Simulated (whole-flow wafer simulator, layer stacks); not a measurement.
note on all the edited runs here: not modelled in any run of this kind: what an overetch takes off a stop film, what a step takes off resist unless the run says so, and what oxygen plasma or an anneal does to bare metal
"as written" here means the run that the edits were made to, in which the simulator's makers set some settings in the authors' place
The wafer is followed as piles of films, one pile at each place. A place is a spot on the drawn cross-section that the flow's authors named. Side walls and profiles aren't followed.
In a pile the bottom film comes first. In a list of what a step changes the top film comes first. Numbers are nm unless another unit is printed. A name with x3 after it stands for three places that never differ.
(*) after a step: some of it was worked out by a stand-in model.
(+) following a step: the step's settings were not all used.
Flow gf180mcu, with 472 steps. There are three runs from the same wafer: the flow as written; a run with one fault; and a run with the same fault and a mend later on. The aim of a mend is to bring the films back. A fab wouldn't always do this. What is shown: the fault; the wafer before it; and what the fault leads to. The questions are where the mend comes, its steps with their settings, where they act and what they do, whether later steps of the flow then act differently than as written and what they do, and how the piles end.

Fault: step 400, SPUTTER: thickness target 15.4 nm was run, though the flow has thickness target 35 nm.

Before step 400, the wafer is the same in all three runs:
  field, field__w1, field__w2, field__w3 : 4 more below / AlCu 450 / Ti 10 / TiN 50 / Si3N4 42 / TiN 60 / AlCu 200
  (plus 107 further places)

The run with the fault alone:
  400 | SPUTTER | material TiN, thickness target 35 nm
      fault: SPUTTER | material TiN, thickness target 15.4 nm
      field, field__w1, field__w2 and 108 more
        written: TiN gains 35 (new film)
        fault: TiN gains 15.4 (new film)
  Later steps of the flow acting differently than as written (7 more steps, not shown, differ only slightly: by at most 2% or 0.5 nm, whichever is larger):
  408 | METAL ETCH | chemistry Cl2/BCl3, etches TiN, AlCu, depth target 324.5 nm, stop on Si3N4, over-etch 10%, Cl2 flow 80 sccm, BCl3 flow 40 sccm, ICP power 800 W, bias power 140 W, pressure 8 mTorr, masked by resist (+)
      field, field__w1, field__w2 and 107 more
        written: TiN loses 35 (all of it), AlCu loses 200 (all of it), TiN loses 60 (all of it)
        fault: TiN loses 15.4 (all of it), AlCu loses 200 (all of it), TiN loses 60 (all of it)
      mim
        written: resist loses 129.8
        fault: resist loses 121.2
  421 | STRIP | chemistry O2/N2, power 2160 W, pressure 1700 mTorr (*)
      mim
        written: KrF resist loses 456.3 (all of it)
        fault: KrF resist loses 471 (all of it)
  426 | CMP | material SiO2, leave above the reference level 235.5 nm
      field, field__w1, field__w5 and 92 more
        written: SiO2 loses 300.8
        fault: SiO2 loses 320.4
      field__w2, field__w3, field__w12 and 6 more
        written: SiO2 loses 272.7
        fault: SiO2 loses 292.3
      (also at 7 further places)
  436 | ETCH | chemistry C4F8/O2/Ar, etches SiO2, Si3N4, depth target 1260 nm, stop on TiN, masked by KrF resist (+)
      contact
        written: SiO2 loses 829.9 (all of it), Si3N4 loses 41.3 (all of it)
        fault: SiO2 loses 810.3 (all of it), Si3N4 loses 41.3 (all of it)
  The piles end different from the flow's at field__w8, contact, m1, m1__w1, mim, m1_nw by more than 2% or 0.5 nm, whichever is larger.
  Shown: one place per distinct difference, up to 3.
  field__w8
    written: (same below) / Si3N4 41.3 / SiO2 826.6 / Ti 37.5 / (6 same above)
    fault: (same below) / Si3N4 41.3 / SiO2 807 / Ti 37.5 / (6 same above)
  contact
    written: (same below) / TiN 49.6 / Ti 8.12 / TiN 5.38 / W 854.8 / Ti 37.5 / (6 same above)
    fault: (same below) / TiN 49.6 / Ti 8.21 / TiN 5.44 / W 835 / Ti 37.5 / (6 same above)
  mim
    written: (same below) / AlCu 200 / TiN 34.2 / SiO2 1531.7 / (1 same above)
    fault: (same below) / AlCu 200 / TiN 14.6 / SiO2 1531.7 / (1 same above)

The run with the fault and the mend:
  The mend follows step 400.
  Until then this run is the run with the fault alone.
  400a | SPUTTER | material TiN, thickness target 19.6 nm (the flow's step 400 again, with other settings)
      field, field__w1, field__w2 and 108 more
        TiN gains 19.6
  Every later step of the flow that is run acts as written at every place that is followed.
  At every place that both follow, the piles at the end match the flow's.
